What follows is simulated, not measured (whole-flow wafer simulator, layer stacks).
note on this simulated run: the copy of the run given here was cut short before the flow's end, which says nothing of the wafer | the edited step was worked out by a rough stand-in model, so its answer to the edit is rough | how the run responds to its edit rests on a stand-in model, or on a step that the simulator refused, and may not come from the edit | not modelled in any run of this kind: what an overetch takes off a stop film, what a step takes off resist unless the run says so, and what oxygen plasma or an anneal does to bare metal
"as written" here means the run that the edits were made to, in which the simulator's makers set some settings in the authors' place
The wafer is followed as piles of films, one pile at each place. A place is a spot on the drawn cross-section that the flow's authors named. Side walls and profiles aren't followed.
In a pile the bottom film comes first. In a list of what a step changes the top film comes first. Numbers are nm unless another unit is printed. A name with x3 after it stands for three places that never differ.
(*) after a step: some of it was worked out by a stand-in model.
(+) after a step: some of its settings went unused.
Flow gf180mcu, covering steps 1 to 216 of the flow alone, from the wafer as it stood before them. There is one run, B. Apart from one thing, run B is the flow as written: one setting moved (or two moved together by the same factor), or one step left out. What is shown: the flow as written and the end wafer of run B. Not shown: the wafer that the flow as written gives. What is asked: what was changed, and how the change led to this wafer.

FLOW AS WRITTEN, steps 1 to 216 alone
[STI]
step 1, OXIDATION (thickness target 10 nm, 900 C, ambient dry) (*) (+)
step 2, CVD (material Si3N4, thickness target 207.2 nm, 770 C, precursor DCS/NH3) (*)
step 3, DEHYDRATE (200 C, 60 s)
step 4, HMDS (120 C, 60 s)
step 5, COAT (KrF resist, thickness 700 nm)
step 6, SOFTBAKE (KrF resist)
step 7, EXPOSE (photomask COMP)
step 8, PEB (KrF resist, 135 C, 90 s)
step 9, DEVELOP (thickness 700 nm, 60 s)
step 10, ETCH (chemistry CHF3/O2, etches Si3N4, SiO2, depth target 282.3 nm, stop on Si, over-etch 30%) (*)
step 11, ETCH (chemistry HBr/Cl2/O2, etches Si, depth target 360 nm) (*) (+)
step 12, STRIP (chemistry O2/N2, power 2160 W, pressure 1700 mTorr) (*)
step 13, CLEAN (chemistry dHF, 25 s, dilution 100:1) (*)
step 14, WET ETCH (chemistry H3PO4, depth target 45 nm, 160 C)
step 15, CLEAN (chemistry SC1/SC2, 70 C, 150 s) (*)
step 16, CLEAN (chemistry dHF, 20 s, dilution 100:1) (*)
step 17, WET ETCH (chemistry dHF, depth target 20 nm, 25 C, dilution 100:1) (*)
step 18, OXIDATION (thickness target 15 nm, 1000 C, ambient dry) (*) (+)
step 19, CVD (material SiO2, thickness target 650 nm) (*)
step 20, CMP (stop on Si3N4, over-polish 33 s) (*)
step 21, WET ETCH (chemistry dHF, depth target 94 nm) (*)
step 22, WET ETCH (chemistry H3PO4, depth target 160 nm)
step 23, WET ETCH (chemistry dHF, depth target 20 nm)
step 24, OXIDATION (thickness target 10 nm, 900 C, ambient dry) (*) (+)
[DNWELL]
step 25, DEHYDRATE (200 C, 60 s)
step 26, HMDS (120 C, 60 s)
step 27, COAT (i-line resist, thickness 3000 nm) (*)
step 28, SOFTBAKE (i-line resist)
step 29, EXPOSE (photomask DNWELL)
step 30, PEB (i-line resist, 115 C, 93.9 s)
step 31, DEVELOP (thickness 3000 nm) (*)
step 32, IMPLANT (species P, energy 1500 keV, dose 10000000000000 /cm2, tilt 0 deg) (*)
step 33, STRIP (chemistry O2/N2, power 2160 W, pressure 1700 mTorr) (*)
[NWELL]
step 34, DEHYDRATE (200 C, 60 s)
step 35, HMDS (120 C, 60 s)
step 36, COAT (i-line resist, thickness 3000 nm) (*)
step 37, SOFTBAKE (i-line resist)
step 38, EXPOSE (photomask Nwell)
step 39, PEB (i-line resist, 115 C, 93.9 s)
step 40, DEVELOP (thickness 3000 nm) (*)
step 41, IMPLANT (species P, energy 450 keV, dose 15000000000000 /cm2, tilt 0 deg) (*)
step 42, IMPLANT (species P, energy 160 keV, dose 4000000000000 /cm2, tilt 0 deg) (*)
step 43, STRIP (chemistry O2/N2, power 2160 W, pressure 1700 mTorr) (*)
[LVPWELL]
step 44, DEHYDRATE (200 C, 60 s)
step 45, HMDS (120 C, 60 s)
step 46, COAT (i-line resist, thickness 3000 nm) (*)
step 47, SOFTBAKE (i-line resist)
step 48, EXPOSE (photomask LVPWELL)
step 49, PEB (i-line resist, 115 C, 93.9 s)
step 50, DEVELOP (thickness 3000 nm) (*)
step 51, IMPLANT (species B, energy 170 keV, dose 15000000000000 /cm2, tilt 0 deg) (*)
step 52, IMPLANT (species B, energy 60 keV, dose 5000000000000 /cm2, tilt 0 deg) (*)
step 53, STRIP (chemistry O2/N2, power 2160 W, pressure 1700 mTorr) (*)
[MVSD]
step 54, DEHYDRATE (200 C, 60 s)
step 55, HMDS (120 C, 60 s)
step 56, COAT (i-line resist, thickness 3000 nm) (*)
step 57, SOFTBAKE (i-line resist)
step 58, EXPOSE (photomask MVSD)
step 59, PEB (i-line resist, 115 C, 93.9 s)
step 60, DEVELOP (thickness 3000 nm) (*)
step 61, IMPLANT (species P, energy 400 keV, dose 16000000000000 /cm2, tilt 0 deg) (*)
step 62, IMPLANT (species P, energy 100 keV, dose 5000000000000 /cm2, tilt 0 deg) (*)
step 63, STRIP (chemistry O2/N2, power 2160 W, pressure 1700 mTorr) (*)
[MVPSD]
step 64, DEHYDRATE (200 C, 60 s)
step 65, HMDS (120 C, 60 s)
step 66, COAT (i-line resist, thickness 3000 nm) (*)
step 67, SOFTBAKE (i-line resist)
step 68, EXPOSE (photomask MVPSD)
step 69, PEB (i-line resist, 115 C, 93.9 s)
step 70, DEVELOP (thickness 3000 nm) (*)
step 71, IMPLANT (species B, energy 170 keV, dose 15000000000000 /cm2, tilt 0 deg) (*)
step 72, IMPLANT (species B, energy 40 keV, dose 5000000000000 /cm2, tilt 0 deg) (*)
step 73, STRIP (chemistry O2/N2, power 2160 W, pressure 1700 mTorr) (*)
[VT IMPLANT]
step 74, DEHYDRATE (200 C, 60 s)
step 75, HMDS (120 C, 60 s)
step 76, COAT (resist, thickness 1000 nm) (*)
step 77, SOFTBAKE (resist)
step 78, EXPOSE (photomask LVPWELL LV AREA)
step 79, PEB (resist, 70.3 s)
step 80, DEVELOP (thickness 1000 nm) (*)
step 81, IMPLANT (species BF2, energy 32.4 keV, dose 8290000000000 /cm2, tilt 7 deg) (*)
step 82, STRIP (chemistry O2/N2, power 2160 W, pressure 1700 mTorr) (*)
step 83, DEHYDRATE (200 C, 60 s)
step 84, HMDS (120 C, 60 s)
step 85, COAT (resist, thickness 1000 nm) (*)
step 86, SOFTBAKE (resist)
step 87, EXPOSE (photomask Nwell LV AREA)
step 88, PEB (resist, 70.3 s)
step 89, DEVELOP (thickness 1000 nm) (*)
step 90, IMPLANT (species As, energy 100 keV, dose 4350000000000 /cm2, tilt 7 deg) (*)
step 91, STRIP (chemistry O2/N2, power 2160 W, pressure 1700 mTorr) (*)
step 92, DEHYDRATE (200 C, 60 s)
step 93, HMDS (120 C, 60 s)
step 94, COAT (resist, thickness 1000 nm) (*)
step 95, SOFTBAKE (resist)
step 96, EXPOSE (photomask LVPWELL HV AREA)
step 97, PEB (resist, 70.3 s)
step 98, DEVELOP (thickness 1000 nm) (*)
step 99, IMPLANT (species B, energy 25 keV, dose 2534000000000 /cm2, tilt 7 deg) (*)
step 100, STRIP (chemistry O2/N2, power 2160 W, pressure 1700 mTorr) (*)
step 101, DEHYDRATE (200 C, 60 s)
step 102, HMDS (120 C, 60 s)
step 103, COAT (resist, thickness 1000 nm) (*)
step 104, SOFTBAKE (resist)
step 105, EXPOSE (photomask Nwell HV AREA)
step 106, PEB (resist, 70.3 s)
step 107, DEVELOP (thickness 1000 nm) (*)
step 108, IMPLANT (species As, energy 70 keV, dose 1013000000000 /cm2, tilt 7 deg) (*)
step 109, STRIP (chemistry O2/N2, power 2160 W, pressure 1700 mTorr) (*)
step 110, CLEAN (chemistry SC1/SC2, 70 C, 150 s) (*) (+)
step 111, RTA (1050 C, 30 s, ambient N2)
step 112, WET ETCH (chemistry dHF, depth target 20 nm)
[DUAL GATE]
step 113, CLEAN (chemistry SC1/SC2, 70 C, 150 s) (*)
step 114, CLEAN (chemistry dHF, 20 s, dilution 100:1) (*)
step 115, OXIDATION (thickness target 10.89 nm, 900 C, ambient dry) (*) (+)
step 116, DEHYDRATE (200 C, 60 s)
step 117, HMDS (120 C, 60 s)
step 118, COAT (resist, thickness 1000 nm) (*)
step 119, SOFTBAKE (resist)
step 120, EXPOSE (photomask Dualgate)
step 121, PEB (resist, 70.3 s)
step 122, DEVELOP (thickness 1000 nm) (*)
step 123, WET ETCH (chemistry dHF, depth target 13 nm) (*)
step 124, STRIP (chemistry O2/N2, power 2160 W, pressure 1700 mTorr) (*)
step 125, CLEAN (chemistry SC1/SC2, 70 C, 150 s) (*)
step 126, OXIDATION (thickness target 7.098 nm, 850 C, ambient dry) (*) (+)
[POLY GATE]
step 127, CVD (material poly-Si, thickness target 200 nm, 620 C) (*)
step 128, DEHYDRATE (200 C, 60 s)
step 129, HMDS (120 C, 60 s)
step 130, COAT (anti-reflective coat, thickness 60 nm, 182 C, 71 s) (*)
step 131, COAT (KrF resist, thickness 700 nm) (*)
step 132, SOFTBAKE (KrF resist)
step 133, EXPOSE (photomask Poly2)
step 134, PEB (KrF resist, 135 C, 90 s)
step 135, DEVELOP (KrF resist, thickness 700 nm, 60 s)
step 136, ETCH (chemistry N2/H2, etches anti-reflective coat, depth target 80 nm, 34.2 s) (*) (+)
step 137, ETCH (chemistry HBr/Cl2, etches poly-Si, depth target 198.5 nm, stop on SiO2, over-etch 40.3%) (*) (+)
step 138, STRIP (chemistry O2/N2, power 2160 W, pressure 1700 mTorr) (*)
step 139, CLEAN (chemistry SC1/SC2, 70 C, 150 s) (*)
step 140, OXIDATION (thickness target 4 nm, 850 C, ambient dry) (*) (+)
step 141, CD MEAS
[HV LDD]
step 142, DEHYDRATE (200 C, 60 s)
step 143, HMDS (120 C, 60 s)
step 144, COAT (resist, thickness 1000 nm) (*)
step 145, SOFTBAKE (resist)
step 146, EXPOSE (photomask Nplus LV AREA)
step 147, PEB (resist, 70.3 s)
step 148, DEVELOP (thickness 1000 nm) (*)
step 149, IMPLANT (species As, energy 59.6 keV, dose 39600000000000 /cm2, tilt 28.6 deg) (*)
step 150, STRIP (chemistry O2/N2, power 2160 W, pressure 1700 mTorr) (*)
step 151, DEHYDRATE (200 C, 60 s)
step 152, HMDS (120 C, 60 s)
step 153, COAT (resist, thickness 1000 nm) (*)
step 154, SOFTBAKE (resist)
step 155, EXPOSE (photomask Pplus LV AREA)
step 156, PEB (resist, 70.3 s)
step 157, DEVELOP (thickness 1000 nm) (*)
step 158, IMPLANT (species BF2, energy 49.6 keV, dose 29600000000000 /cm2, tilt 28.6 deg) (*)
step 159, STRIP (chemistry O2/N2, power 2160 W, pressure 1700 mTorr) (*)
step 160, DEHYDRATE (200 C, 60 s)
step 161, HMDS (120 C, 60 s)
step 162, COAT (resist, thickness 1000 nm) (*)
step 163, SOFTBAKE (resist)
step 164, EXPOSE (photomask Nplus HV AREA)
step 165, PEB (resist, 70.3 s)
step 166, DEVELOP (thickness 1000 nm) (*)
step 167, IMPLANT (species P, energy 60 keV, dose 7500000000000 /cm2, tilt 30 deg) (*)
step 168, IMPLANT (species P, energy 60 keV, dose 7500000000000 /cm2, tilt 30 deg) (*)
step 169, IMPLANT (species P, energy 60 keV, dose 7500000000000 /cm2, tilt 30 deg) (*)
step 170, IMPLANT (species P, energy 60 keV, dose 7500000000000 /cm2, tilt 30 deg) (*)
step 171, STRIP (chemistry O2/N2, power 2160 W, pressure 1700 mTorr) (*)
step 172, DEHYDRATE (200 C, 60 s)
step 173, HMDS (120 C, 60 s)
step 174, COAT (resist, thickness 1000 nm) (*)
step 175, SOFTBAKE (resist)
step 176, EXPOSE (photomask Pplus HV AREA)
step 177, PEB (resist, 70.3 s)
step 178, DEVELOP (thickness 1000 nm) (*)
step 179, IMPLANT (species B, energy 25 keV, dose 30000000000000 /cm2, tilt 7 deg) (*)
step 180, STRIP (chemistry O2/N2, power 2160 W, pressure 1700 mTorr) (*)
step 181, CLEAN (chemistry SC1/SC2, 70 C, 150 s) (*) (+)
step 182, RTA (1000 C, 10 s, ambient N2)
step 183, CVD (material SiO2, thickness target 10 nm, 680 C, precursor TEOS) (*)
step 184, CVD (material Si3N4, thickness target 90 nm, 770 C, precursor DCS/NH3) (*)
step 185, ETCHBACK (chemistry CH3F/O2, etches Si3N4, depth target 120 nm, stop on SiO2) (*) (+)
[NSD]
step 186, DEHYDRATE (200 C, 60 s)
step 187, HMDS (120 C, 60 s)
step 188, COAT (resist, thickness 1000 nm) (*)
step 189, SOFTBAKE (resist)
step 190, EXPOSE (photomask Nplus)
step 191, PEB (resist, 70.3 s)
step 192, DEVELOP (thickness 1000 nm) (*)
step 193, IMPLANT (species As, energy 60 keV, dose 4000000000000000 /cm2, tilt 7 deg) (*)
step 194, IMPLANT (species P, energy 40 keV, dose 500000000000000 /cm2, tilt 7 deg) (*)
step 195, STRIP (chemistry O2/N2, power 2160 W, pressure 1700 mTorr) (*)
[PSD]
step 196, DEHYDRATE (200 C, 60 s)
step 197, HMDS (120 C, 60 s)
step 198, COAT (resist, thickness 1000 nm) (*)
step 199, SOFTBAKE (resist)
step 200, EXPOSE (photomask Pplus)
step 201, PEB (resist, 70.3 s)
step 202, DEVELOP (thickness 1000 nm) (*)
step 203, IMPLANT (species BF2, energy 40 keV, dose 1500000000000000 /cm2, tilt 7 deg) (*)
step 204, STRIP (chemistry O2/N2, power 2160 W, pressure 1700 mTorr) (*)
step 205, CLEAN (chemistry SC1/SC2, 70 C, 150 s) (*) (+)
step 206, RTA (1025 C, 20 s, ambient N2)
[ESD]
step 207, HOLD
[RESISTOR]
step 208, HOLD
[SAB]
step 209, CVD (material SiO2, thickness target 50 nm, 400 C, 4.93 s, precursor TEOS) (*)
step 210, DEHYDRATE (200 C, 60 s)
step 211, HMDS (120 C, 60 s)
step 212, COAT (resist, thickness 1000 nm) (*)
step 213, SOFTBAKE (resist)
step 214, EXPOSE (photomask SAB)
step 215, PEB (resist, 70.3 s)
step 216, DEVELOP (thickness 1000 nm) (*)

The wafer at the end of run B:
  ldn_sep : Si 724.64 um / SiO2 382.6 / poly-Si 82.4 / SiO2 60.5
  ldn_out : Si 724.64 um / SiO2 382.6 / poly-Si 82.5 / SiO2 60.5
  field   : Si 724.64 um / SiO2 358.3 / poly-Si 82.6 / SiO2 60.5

What caused this: step 137, ETCH: depth target 81.4 nm was run, while the flow as written has depth target 198.5 nm.

The path from the change to this, step by step:
  step 137, ETCH (chemistry HBr/Cl2, etches poly-Si, depth target 198.5 nm, stop on SiO2, over-etch 40.3%) (*) (+)
      field__w3, field__w12, field_sub and 14 more: poly-Si loses 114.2 (it would be, as written: poly-Si loses 199 (all of it), SiO2 loses 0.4)
      field__w6, sti, m1 and 11 more: poly-Si loses 114.2 (it would be, as written: poly-Si loses 198.8 (all of it), SiO2 loses 0.4)
      (and at 61 other places as well)
  step 138, STRIP (chemistry O2/N2, power 2160 W, pressure 1700 mTorr) (*)
      field, field__w1, field__w2 and 61 more: chemical SiO2 gains 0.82 (new film), poly-Si loses 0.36 (it would be, as written: nothing)
      gate: chemical SiO2 gains 0.67 (new film), KrF resist loses 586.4 (all of it), anti-reflective coat loses 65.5 (all of it), poly-Si loses 0.29 (it would be, as written: chemical SiO2 gains 0.68 (new film), KrF resist loses 531.7 (all of it), anti-reflective coat loses 65.5 (all of it), poly-Si loses 0.3)
      (and at 27 other places as well)
  step 139, CLEAN (chemistry SC1/SC2, 70 C, 150 s) (*)
      field, field__w1, field__w2 and 34 more: chemical SiO2 loses 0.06, poly-Si loses 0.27 (it would be, as written: SiO2 loses 0.68)
  step 140, OXIDATION (thickness target 4 nm, 850 C, ambient dry) (*) (+)
      field, field__w1, field__w2 and 21 more: SiO2 gains 4 (new film), chemical SiO2 loses 0.76 (all of it), poly-Si loses 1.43 (it would be, as written: SiO2 gains 0.15, Si loses 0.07)
      active_hv, active_nat, ld_sd_n and 11 more: SiO2 gains 4 (new film), chemical SiO2 loses 0.76 (all of it), poly-Si loses 1.43 (it would be, as written: SiO2 gains 0.96, Si loses 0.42)
      (and at 26 other places as well)
  step 144, COAT (resist, thickness 1000 nm) (*)
      field_sub__w4: resist gains 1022 (new film) (it would be, as written: resist gains 1047.7 (new film))
      gate: resist gains 910.8 (new film) (it would be, as written: resist gains 837.3 (new film))
      (and at 33 other places as well)
  step 145, SOFTBAKE (resist)
      nw_enc_fld_lv__w3: resist loses 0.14 (it would be, as written: resist gains 2.63)
      ldn_src: nothing (it would be, as written: resist loses 0.68)
      (and at 71 other places as well)
  step 147, PEB (resist, 70.3 s)
      ld_body_p_dnw, ldn_ch, ldp_ch, ldp_acc: resist loses 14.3 (it would be, as written: resist loses 13)
      polyc_n, polyc_n_rim, polyc_p, polyc_p_rim: resist loses 13.7 (it would be, as written: resist loses 12.2)
      (and at 26 other places as well)
  step 148, DEVELOP (thickness 1000 nm) (*)
      gate: resist loses 896 (all of it) (it would be, as written: resist loses 822.7 (all of it))
      npoly_u: resist loses 892.2 (all of it) (it would be, as written: resist loses 821.5 (all of it))
      (and at 3 other places as well)
  step 150, STRIP (chemistry O2/N2, power 2160 W, pressure 1700 mTorr) (*)
      field_sub: resist loses 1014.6 (all of it) (it would be, as written: resist loses 1035.9 (all of it))
      field_sub__w3: resist loses 1001.8 (all of it) (it would be, as written: resist loses 1023.7 (all of it))
      (and at 32 other places as well)
  step 153, COAT (resist, thickness 1000 nm) (*)
      field_sub__w4: resist gains 1022 (new film) (it would be, as written: resist gains 1047.7 (new film))
      gate: resist gains 910.8 (new film) (it would be, as written: resist gains 837.3 (new film))
      (and at 33 other places as well)
  step 154, SOFTBAKE (resist)
      nw_enc_fld_lv__w3: resist loses 0.14 (it would be, as written: resist gains 2.63)
      ldn_src: nothing (it would be, as written: resist loses 0.68)
      (and at 71 other places as well)
  step 156, PEB (resist, 70.3 s)
      ld_body_p_dnw, ldn_ch, ldp_ch, ldp_acc: resist loses 14.3 (it would be, as written: resist loses 13)
      polyc_n, polyc_n_rim, polyc_p, polyc_p_rim: resist loses 13.7 (it would be, as written: resist loses 12.2)
      (and at 26 other places as well)
  step 157, DEVELOP (thickness 1000 nm) (*)
      gate_p: resist loses 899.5 (all of it) (it would be, as written: resist loses 828.7 (all of it))
      ppoly_u: resist loses 895.2 (all of it) (it would be, as written: resist loses 827 (all of it))
      (and at 4 other places as well)
  step 159, STRIP (chemistry O2/N2, power 2160 W, pressure 1700 mTorr) (*)
      field_sub: resist loses 1014.6 (all of it) (it would be, as written: resist loses 1035.9 (all of it))
      field_sub__w3: resist loses 1001.8 (all of it) (it would be, as written: resist loses 1023.7 (all of it))
      (and at 31 other places as well)
  step 162, COAT (resist, thickness 1000 nm) (*)
      field_sub__w4: resist gains 1022 (new film) (it would be, as written: resist gains 1047.7 (new film))
      gate: resist gains 910.8 (new film) (it would be, as written: resist gains 837.3 (new film))
      (and at 33 other places as well)
  step 163, SOFTBAKE (resist)
      nw_enc_fld_lv__w3: resist loses 0.14 (it would be, as written: resist gains 2.63)
      ldn_src: nothing (it would be, as written: resist loses 0.68)
      (and at 71 other places as well)
  ... another 22 steps ...
  step 216, DEVELOP (thickness 1000 nm) (*)
      field__w3, field__w12: resist loses 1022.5 (all of it) (it would be, as written: resist loses 1049.4 (all of it))
      field__w2: resist loses 1008 (all of it) (it would be, as written: resist loses 1035.2 (all of it))
      (and at 47 other places as well)
